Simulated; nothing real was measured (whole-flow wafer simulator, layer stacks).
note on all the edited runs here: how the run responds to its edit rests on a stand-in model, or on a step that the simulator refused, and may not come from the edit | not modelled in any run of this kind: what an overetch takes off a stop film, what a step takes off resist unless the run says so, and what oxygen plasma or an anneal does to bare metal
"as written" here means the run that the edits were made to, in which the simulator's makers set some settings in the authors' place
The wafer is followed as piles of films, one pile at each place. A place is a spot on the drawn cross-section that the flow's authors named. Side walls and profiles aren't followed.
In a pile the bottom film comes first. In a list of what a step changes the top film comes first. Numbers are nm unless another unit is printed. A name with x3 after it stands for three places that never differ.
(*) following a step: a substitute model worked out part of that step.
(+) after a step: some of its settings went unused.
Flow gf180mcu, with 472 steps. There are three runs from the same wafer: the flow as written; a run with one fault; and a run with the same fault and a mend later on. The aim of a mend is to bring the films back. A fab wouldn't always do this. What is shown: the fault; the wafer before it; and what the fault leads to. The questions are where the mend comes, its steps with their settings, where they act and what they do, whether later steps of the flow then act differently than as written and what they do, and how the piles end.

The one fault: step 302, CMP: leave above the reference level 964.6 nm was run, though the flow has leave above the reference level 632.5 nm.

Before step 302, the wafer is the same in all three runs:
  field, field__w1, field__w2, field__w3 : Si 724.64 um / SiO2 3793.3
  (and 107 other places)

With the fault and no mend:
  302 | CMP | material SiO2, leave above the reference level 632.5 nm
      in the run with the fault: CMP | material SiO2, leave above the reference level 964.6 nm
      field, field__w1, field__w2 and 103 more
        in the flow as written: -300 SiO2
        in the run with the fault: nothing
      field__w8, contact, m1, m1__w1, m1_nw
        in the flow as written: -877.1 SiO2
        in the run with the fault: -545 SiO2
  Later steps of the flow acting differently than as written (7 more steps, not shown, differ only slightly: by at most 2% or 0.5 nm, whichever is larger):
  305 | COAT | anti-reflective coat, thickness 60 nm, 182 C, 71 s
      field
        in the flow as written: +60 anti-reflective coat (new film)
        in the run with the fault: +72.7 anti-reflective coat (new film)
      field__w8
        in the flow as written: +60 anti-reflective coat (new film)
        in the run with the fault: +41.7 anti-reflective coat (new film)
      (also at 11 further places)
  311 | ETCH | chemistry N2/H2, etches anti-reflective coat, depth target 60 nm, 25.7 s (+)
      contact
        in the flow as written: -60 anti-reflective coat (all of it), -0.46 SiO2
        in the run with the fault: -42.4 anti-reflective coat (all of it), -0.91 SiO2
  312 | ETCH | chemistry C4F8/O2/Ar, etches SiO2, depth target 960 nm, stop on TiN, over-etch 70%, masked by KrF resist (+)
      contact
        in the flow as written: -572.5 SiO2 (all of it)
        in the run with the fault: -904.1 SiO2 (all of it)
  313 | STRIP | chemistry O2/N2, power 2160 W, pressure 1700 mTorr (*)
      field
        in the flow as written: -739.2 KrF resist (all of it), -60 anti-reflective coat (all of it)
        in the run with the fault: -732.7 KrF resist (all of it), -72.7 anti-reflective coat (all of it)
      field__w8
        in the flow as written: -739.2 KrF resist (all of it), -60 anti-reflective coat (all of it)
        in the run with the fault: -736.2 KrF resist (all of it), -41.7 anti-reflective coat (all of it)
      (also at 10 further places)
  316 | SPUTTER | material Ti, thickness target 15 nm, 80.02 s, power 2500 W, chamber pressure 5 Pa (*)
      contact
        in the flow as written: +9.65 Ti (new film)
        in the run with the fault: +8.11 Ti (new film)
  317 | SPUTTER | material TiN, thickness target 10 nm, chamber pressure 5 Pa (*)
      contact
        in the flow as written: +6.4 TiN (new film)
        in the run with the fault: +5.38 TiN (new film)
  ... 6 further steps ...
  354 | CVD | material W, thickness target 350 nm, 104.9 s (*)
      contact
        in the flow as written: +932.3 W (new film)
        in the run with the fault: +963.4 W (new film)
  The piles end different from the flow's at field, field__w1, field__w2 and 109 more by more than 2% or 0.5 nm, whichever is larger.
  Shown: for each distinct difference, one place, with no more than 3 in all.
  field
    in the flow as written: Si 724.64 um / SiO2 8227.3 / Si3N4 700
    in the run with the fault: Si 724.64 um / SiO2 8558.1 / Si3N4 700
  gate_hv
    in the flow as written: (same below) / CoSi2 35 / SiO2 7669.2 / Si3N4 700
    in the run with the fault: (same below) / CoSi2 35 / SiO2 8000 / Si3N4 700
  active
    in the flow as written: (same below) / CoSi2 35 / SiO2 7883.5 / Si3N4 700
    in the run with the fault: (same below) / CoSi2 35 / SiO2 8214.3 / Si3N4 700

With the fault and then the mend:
  The mend stands after step 310.
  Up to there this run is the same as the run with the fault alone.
  310a | STRIP | chemistry O2/N2, power 2160 W, pressure 1700 mTorr (*)
      iso_ptap_pw, iso_ntap_nw, iso_nw_fld and 33 more
        -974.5 KrF resist (all of it), -60 anti-reflective coat (all of it)
      field__w6, field__w7, field__w11 and 21 more
        -974.8 KrF resist (all of it), -60.1 anti-reflective coat (all of it)
      field__w2, field__w3, field__w12 and 9 more
        -974.9 KrF resist (all of it), -60.1 anti-reflective coat (all of it)
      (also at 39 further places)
  310b | CMP | material SiO2, leave above the reference level 632.5 nm (a further turn of the flow's step 302)
      field, field__w1, field__w2 and 103 more
        -300 SiO2
      field__w8, contact, m1, m1__w1, m1_nw
        -332.1 SiO2
  310c | HMDS | 120 C, 60 s (a further turn of the flow's step 304)
      leaves every film unchanged at each place that is followed
  310d | COAT | anti-reflective coat, thickness 60 nm, 182 C, 71 s (a further turn of the flow's step 305)
      field, field__w1, field__w2 and 108 more
        +60 anti-reflective coat (new film)
  310e | COAT | KrF resist, thickness 1000 nm (a further turn of the flow's step 306)
      field, field__w1, field__w2 and 108 more
        +1000 KrF resist (new film)
  310f | SOFTBAKE | KrF resist (a further turn of the flow's step 307)
      leaves every film unchanged at each place that is followed
  310g | EXPOSE | photomask Via2 (a further turn of the flow's step 308)
      leaves every film unchanged at each place that is followed
  310h | PEB | KrF resist, 135 C, 90 s (a further turn of the flow's step 309)
      field, field__w1, field__w2 and 108 more
        -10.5 KrF resist
  310i | DEVELOP | KrF resist, thickness 1000 nm, 60 s (a further turn of the flow's step 310)
      field, field__w1, field__w2 and 107 more
        -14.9 KrF resist
      contact
        -989.5 KrF resist (all of it)
  None of the later steps of the flow acts differently than as written at any place that is followed.
  By the end, the piles equal the flow's at every place that both follow.
